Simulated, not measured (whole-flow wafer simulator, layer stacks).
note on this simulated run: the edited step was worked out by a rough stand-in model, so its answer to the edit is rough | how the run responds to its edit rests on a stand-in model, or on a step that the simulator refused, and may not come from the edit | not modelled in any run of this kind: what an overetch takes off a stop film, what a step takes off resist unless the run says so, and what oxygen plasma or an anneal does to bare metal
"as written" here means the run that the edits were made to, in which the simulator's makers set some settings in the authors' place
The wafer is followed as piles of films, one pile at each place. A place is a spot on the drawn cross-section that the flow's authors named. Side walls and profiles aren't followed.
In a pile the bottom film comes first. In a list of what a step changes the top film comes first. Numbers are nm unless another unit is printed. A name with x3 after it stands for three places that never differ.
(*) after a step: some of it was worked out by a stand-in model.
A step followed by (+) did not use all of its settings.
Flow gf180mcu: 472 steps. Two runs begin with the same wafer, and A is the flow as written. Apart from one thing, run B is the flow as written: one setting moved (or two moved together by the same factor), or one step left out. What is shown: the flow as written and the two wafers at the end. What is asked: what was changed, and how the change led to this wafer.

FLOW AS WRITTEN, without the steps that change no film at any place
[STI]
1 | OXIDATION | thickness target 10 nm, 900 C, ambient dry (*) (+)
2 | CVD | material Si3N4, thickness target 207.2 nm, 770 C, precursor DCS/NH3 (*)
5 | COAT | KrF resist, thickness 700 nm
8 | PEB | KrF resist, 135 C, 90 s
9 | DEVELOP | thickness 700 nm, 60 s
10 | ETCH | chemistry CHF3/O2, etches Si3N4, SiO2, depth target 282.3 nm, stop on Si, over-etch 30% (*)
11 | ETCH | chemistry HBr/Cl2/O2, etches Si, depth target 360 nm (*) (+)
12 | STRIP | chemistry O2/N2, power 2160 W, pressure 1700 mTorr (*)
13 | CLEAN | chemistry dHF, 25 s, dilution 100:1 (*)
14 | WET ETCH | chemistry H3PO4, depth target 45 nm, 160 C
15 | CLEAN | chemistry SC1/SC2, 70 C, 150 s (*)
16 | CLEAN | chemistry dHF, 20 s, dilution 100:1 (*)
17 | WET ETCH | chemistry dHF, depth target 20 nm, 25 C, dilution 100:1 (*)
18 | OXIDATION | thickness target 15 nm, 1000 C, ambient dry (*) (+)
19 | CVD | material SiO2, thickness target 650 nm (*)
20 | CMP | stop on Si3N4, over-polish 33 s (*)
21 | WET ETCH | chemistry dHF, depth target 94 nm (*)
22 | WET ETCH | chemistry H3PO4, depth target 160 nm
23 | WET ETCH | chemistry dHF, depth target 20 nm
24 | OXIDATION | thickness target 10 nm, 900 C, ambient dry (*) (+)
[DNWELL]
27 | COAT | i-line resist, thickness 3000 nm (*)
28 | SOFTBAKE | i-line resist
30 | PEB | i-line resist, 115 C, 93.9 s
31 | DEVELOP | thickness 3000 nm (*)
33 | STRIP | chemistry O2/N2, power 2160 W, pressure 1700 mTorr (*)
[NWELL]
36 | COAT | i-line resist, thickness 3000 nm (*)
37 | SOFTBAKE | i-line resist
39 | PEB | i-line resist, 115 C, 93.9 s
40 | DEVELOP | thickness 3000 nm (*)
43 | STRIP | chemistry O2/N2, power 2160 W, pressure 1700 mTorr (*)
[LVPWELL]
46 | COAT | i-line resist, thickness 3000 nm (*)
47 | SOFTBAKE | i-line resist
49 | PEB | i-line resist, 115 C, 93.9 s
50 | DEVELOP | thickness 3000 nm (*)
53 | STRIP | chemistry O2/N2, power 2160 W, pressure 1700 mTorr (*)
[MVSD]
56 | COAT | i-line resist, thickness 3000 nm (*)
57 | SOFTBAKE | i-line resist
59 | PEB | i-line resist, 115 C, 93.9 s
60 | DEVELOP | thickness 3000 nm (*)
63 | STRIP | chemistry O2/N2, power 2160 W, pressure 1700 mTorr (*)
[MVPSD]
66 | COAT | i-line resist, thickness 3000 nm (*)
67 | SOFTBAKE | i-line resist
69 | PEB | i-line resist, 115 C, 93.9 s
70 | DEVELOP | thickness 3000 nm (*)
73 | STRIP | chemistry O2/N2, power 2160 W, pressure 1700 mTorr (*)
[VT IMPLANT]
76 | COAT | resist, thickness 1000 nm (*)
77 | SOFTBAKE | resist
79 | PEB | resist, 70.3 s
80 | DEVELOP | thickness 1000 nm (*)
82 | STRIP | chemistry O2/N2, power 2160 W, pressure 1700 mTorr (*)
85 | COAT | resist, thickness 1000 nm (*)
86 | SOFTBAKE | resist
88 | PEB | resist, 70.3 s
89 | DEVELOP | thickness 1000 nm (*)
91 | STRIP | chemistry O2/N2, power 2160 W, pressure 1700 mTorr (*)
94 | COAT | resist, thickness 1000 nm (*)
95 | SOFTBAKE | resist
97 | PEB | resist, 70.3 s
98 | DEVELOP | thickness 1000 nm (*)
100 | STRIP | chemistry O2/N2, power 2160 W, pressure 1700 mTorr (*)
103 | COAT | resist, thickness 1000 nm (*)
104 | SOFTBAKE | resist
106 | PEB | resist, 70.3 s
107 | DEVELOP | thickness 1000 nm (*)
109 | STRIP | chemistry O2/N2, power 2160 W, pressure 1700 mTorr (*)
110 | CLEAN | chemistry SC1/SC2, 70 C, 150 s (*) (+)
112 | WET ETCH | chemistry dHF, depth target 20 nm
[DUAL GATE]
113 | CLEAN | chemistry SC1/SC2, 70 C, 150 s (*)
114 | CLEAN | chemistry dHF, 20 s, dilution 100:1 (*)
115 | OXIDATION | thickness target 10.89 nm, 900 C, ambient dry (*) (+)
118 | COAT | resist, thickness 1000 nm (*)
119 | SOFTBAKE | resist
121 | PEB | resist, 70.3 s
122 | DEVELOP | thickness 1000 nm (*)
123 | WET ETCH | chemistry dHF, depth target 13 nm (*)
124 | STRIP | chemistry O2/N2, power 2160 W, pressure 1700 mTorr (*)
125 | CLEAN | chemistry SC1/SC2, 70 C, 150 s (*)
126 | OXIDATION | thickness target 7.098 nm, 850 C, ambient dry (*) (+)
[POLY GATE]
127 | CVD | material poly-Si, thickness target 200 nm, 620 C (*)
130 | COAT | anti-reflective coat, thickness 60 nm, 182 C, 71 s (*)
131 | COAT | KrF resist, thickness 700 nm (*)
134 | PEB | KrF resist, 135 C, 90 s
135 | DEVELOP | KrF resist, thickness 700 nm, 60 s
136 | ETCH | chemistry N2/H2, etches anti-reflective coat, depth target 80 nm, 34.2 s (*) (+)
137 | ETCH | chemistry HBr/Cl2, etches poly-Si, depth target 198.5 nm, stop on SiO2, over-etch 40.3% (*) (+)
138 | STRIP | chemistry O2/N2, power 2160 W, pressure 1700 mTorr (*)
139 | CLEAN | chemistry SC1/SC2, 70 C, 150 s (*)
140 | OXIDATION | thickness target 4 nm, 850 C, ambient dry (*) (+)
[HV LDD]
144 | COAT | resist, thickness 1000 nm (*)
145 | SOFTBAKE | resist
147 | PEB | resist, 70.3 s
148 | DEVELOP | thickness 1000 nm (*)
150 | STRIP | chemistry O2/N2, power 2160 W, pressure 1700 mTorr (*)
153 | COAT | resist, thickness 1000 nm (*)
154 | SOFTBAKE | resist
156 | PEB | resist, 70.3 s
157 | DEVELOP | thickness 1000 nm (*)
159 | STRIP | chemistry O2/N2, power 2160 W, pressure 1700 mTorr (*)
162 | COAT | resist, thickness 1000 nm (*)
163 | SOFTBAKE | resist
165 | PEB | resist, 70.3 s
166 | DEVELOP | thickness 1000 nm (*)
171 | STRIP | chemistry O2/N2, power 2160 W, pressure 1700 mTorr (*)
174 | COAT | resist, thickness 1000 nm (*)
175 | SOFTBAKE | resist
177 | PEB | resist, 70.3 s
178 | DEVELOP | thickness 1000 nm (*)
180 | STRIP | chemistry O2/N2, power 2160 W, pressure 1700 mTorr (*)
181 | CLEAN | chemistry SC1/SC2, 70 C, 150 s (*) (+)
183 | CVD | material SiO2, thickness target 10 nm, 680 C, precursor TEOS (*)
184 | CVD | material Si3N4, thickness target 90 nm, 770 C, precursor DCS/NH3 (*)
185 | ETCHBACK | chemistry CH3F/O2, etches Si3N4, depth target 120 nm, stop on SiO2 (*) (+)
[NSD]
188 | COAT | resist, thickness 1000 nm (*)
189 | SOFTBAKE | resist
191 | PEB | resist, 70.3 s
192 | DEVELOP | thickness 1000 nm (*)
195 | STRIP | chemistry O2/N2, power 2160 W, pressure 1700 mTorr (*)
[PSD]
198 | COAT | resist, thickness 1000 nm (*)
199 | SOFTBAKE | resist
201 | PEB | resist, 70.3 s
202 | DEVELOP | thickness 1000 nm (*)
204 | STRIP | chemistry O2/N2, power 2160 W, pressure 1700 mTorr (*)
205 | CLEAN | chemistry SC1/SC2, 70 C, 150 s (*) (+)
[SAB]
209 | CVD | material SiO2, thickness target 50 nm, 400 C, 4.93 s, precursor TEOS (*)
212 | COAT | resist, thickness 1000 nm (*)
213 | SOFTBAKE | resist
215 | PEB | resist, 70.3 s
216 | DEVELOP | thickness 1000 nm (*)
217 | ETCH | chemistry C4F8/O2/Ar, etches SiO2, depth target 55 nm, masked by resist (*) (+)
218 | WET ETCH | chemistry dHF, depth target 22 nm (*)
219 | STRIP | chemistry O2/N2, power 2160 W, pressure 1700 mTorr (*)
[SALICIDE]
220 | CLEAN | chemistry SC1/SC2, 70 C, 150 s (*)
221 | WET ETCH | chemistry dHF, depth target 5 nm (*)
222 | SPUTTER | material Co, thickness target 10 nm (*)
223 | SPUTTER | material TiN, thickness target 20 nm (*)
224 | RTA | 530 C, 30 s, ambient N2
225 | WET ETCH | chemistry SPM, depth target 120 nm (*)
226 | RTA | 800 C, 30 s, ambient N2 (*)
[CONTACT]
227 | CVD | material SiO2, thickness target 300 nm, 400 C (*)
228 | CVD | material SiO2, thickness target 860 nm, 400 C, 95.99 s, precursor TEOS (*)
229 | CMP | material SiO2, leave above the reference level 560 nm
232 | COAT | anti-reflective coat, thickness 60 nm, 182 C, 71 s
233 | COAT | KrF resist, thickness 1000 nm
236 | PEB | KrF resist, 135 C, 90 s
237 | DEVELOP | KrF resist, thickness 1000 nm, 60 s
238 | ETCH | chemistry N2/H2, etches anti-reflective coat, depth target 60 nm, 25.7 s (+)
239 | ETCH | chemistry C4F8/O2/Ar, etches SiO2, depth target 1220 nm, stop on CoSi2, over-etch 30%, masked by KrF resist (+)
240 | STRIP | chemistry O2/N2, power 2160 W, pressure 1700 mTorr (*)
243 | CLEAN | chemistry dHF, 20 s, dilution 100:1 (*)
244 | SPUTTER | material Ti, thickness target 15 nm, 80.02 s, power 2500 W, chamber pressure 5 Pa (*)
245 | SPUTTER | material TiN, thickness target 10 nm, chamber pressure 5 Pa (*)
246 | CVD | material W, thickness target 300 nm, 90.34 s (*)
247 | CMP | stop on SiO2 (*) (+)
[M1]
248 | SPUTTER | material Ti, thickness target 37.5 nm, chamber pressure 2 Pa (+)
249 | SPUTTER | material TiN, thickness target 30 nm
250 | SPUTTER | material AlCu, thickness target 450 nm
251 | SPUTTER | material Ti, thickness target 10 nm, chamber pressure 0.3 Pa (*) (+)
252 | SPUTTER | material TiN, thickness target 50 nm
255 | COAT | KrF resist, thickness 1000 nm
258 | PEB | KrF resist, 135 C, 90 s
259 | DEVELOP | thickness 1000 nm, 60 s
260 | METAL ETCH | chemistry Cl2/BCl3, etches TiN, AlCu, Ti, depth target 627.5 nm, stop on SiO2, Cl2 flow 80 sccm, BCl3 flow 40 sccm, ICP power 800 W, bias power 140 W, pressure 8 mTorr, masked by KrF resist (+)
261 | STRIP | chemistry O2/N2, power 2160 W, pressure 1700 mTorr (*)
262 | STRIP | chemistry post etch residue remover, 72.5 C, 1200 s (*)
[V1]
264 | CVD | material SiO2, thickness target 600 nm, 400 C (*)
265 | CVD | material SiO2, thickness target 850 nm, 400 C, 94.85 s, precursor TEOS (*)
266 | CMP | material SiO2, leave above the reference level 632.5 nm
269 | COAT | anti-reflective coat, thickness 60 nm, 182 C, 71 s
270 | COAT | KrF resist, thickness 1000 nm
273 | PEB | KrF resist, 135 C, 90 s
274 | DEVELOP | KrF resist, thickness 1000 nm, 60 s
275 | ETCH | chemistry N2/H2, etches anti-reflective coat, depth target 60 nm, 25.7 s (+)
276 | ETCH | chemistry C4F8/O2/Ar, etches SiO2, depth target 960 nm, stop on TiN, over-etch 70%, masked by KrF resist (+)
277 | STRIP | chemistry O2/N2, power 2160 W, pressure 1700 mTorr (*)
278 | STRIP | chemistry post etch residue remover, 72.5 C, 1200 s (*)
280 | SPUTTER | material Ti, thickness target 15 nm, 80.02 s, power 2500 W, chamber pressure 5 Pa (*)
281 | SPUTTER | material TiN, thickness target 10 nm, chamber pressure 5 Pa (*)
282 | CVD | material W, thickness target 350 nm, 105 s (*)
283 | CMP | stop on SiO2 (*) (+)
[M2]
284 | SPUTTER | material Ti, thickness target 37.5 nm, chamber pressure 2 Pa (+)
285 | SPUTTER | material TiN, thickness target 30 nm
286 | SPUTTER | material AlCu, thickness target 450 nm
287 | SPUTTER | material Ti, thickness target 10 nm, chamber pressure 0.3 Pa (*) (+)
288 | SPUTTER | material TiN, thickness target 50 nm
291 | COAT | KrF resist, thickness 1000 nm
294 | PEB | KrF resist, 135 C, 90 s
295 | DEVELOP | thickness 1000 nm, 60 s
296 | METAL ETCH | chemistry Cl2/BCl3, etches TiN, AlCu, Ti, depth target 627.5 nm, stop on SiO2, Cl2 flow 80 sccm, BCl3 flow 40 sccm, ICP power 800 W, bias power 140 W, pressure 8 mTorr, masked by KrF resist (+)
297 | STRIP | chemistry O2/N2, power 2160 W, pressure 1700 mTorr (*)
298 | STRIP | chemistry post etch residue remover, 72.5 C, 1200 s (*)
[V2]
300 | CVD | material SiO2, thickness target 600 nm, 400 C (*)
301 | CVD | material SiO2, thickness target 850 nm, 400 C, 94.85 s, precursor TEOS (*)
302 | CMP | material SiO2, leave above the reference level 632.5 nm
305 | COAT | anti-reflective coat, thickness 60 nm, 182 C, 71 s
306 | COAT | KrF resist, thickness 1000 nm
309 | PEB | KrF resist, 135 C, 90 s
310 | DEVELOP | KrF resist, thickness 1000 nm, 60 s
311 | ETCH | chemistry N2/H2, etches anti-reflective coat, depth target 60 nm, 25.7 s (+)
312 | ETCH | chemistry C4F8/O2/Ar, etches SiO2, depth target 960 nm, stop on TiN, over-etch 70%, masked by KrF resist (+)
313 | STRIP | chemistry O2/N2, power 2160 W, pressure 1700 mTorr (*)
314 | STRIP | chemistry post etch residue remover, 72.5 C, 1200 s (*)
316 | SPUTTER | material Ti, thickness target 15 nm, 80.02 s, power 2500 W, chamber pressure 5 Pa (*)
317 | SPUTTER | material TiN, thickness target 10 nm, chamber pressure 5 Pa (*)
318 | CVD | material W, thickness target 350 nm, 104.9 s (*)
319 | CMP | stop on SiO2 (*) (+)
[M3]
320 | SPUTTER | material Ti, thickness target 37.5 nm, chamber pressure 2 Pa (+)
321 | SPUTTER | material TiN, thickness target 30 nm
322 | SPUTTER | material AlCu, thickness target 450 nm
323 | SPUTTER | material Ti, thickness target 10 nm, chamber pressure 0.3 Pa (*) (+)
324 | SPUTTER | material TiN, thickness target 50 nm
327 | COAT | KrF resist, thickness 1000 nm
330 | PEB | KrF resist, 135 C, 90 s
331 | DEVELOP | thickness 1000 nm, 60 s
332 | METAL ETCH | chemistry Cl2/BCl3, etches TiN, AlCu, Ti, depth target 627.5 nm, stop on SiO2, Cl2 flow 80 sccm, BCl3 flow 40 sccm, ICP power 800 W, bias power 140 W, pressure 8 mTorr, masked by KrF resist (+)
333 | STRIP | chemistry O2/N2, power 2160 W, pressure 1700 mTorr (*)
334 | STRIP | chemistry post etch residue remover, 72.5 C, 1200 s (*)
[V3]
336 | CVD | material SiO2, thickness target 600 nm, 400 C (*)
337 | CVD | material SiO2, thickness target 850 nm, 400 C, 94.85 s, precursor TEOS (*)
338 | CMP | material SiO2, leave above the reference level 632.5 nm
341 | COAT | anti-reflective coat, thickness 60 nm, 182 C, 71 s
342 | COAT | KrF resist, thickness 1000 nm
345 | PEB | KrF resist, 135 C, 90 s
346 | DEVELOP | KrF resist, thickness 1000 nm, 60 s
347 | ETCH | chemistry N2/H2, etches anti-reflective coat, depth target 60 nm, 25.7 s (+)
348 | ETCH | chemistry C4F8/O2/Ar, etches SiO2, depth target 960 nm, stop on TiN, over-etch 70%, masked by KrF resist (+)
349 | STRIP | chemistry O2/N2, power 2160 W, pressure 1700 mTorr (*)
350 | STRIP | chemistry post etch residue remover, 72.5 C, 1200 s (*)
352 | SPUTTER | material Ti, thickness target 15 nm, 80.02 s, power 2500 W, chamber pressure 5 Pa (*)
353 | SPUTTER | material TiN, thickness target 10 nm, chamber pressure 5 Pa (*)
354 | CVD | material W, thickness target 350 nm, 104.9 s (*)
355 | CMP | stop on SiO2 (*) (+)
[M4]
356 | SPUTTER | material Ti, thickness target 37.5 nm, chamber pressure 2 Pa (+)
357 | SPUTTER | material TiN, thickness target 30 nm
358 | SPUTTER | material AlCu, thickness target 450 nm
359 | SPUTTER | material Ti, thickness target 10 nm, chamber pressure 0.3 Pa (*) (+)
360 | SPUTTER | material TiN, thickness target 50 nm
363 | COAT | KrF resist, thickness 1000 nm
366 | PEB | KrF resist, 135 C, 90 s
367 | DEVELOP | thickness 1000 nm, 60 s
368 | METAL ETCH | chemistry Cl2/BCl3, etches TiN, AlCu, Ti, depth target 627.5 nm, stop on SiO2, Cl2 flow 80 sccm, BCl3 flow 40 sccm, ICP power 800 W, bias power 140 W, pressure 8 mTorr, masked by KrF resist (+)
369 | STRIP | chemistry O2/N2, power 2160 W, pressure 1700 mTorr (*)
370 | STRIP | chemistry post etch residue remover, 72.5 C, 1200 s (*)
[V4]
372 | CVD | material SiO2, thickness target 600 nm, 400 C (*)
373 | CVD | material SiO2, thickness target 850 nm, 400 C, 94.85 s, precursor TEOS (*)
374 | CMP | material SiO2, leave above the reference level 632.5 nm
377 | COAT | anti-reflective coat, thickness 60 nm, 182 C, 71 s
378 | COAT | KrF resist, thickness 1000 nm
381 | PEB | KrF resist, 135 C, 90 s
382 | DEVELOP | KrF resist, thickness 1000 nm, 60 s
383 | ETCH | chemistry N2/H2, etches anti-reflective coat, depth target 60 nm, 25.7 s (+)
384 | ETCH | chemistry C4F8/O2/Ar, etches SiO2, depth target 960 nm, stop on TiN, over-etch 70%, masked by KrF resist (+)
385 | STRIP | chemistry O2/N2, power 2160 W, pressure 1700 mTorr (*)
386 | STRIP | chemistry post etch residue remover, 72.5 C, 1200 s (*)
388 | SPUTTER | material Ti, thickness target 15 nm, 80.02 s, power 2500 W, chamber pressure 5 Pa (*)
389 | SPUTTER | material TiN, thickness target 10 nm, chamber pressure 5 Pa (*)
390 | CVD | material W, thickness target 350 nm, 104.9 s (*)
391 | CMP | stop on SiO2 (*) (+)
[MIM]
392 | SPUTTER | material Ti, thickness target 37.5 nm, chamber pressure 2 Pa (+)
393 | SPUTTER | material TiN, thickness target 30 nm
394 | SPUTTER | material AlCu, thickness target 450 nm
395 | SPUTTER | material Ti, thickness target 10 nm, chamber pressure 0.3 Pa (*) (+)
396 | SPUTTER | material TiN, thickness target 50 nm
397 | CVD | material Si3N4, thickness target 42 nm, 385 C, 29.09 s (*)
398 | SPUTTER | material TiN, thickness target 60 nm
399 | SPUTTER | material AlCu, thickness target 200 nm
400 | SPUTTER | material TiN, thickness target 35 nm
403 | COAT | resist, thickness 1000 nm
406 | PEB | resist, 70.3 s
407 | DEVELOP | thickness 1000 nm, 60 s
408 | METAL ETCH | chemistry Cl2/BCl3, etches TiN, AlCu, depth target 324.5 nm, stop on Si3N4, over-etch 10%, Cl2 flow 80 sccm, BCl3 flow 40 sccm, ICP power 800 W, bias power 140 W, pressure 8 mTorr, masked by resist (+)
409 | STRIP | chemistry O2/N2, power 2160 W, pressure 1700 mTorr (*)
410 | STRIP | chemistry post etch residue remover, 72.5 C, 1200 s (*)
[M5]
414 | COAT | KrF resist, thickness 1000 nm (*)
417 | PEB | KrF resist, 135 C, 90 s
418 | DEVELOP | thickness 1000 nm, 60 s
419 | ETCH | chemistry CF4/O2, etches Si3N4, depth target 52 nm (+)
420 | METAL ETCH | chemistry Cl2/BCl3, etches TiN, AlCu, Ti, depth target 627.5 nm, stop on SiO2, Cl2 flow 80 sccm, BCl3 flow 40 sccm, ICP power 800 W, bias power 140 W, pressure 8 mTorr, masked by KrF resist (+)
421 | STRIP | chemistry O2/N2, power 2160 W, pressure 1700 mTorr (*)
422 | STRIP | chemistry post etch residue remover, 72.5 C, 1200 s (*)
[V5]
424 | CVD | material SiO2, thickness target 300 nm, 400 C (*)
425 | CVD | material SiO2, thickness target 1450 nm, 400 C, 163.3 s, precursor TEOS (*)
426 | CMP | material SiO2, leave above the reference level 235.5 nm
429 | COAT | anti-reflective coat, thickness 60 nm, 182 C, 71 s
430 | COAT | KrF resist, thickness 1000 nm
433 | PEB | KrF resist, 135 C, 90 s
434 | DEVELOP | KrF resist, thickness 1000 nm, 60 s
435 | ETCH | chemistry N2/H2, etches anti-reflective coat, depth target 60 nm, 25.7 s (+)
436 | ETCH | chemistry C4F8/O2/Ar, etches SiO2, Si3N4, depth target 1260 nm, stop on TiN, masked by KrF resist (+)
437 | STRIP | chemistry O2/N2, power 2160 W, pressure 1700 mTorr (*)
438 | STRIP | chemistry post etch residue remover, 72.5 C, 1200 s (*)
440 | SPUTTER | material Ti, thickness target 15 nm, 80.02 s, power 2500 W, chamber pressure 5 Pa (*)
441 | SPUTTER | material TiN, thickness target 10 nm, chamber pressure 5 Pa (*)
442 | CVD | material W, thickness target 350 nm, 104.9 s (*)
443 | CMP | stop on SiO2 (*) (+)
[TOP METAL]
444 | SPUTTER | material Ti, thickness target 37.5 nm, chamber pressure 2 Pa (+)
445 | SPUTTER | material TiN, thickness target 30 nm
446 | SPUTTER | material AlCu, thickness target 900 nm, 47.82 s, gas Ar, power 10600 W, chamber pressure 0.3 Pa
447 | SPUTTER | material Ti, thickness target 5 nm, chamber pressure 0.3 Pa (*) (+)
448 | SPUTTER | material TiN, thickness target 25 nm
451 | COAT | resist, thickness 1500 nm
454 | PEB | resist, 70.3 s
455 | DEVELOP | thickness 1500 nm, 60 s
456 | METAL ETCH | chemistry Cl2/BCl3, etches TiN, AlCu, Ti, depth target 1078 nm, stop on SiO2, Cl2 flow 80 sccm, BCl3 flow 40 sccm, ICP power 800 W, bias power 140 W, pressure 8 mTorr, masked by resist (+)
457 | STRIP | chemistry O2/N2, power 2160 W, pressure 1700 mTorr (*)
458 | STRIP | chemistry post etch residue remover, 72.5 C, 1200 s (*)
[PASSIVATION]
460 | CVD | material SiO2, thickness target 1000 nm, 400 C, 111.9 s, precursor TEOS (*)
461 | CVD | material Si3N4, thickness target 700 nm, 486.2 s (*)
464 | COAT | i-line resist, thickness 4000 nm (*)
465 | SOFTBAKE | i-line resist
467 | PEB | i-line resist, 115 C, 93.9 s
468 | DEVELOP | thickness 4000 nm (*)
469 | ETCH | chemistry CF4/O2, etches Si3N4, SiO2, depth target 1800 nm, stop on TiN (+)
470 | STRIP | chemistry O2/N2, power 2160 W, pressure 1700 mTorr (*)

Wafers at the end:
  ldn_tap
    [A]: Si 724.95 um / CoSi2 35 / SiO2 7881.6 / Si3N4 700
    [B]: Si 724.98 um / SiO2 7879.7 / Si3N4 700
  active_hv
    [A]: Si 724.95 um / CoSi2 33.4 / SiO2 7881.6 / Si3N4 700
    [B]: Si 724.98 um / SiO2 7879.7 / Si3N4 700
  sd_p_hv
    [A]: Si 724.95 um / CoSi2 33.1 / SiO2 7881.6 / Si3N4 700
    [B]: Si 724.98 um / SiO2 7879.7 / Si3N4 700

Cause: step 218, WET ETCH: depth target 11.6 nm was run, whereas the flow has depth target 22 nm.

Step by step, how the change led to this:
  218 | WET ETCH | chemistry dHF, depth target 22 nm (*)
      ldn_tap, ldn_src, ldn_drn, ldp_tap, ldp_src, ldp_drn, ldp_gr: A -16 SiO2 (all of it) | B -12.1 SiO2
      ld_drn_n, ld_sd_p: A -14.8 SiO2 (all of it) | B -11.8 SiO2
      (also at 55 further places)
  219 | STRIP | chemistry O2/N2, power 2160 W, pressure 1700 mTorr (*)
      active_hv, active_nat, ld_sd_n and 10 more: A +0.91 chemical SiO2 (new film), -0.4 Si | B nothing
  221 | WET ETCH | chemistry dHF, depth target 5 nm (*)
      active_hv, sd_p_hv, ldn_tap and 6 more: A -0.76 chemical SiO2 (all of it) | B -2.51 SiO2
      ld_drn_n, ld_sd_p: A -0.76 chemical SiO2 (all of it) | B -2.64 SiO2 (all of it)
      (also at 2 further places)
  223 | SPUTTER | material TiN, thickness target 20 nm (*)
      field__w12: A +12 TiN (new film) | B +12.6 TiN (new film)
      ld_sd_n: A +15.5 TiN (new film) | B +16.3 TiN (new film)
  224 | RTA | 530 C, 30 s, ambient N2
      ldn_tap, ldn_src, ldn_drn, ldp_tap, ldp_src, ldp_drn, ldp_gr: A under 1 film: +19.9 CoSi (new film), -10 Co (all of it), -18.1 Si | B nothing
      active_hv: A under 1 film: +19 CoSi (new film), -9.55 Co (all of it), -17.3 Si | B nothing
      (also at 1 further place)
  225 | WET ETCH | chemistry SPM, depth target 120 nm (*)
      ldn_tap, ldn_src, ldn_drn, ldp_tap, ldp_src, ldp_drn, ldp_gr: A -20 TiN (all of it) | B -20 TiN (all of it), -10 Co (all of it)
      active_hv: A -19 TiN (all of it) | B -19 TiN (all of it), -9.55 Co (all of it)
      (also at 3 further places)
  226 | RTA | 800 C, 30 s, ambient N2 (*)
      ldn_tap, ldn_src, ldn_drn, ldp_tap, ldp_src, ldp_drn, ldp_gr: A +35 CoSi2 (new film), -19.9 CoSi (all of it), -18.1 Si | B nothing
      active_hv: A +33.4 CoSi2 (new film), -19 CoSi (all of it), -17.3 Si | B nothing
      (also at 2 further places)
  227 | CVD | material SiO2, thickness target 300 nm, 400 C (*)
      active_hv, sd_p_hv, ldn_tap and 6 more: A +300 SiO2 (new film) | B +300 SiO2
  229 | CMP | material SiO2, leave above the reference level 560 nm
      ldn_sep__w1, ldn_sep__w2, ldn_dft and 8 more: A -311 SiO2 | B -322.5 SiO2
      sti, mim_1p0, pad, dice_street, iso_nw_fld, iso_fld_sub: A -296.8 SiO2 | B -308.3 SiO2
      (also at 34 further places)
With metal films that touch counted as one body, ldn_tap has 0 bodies; the flow as written gives 1 body.
With metal films that touch counted as one body, active_hv has 0 bodies; the flow as written gives 1 body.
With metal films that touch counted as one body, sd_p_hv has 0 bodies; the flow as written gives 1 body.
